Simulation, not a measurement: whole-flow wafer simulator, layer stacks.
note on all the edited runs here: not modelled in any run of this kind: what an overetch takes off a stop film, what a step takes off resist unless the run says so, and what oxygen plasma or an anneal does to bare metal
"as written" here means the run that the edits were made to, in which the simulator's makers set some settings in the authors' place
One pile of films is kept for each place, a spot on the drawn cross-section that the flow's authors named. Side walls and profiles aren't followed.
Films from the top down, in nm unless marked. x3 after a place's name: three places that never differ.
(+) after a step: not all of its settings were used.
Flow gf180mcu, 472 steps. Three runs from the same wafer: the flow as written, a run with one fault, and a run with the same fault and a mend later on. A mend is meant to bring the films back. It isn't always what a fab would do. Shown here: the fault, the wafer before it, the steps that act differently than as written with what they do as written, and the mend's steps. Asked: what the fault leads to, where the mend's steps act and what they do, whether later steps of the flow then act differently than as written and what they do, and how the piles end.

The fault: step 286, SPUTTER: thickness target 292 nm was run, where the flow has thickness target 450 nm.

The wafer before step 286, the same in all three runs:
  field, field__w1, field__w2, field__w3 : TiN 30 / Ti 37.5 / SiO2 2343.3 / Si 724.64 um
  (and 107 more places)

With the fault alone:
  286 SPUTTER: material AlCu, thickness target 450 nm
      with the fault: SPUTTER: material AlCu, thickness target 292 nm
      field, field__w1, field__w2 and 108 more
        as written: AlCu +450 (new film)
        with the fault: AlCu +292 (new film)
  Later steps of the flow that act differently than as written:
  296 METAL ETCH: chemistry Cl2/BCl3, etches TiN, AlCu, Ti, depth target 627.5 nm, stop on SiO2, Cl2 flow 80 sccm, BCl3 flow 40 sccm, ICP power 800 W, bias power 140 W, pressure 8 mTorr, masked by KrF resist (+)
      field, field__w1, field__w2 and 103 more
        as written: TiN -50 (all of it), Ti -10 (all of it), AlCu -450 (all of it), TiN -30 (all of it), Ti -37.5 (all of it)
        with the fault: TiN -50 (all of it), Ti -10 (all of it), AlCu -292 (all of it), TiN -30 (all of it), Ti -37.5 (all of it)
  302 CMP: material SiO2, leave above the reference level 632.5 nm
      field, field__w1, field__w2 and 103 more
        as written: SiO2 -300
        with the fault: SiO2 -458
  At the end the piles differ from the flow's by more than 2% or 0.5 nm, whichever is larger, at field__w4, field__w8, active and 60 more.
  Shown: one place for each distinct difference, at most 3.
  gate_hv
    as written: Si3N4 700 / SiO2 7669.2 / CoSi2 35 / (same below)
    with the fault: Si3N4 700 / SiO2 7511.2 / CoSi2 35 / (same below)
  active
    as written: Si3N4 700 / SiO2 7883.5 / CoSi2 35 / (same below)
    with the fault: Si3N4 700 / SiO2 7725.5 / CoSi2 35 / (same below)
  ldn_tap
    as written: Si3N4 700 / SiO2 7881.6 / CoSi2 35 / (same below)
    with the fault: Si3N4 700 / SiO2 7723.6 / CoSi2 35 / (same below)

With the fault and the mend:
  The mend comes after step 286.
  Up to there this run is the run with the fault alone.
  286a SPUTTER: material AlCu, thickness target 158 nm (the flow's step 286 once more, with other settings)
      field, field__w1, field__w2 and 108 more
        AlCu +158
  No later step of the flow acts differently than as written at any place that is followed.
  At the end the piles are the same as the flow's at every place that both follow.
